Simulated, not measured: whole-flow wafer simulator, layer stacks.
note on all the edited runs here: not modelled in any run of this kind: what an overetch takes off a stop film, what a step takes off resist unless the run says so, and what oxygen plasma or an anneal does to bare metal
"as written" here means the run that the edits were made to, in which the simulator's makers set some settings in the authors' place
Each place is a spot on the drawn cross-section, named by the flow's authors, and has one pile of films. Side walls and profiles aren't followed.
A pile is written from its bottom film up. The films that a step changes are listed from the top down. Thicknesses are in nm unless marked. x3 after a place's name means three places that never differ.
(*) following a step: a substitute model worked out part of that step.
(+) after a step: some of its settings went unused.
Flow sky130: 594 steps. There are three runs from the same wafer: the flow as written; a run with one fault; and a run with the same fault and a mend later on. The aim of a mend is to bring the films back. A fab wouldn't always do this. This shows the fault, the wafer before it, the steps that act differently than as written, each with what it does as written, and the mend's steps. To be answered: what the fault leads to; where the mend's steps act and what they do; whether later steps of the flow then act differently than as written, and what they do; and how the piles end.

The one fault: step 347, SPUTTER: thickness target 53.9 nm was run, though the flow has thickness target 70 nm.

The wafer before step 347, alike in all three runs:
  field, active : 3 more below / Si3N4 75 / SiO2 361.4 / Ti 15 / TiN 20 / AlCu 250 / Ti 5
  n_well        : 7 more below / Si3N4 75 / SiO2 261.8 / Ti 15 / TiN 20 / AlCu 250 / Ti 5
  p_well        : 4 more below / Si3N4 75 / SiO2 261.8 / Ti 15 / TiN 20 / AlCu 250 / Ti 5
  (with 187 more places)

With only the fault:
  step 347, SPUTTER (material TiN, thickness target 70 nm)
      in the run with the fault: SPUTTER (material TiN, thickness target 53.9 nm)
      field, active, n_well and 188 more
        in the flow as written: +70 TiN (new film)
        in the run with the fault: +53.9 TiN (new film)
  Later steps of the flow acting differently than as written (18 other steps are not shown; they differ only slightly, by no more than 2% or 0.5 nm, whichever is larger):
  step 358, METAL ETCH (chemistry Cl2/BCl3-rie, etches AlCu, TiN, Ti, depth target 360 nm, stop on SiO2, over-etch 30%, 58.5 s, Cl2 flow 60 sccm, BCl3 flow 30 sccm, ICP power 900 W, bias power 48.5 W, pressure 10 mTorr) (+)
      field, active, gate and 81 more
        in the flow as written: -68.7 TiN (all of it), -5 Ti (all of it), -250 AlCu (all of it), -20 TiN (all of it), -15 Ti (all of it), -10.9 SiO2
        in the run with the fault: -52.6 TiN (all of it), -5 Ti (all of it), -250 AlCu (all of it), -20 TiN (all of it), -15 Ti (all of it), -12.5 SiO2
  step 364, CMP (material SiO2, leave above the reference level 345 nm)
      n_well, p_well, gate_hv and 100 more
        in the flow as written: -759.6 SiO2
        in the run with the fault: -743.5 SiO2
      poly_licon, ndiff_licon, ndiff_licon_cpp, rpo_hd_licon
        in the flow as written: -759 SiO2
        in the run with the fault: -742.9 SiO2
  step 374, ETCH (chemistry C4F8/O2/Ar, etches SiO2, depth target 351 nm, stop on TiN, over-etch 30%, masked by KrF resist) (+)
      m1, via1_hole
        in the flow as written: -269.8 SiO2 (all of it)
        in the run with the fault: -285.9 SiO2 (all of it)
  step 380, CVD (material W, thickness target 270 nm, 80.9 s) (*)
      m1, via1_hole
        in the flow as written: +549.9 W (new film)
        in the run with the fault: +566.3 W (new film)
  At n_well, p_well, gate_hv and 104 more, the piles at the end differ from the flow's by more than 2% or 0.5 nm, whichever is larger.
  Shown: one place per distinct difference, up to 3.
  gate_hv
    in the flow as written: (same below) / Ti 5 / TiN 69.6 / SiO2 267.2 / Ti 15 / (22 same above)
    in the run with the fault: (same below) / Ti 5 / TiN 53.5 / SiO2 283.3 / Ti 15 / (22 same above)
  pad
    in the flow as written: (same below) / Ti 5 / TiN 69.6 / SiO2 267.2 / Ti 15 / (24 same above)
    in the run with the fault: (same below) / Ti 5 / TiN 53.5 / SiO2 283.3 / Ti 15 / (24 same above)
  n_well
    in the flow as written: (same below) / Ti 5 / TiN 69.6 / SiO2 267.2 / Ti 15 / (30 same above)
    in the run with the fault: (same below) / Ti 5 / TiN 53.5 / SiO2 283.3 / Ti 15 / (30 same above)

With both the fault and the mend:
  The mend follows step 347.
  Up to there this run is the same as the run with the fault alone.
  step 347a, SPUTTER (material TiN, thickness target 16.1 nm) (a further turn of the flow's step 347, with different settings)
      field, active, n_well and 188 more
        +16.1 TiN
  Every later step of the flow that is run acts as written, at every place that is followed, to within 2% or 0.5 nm, whichever is larger.
  The piles end the same as the flow's at every place that both follow.
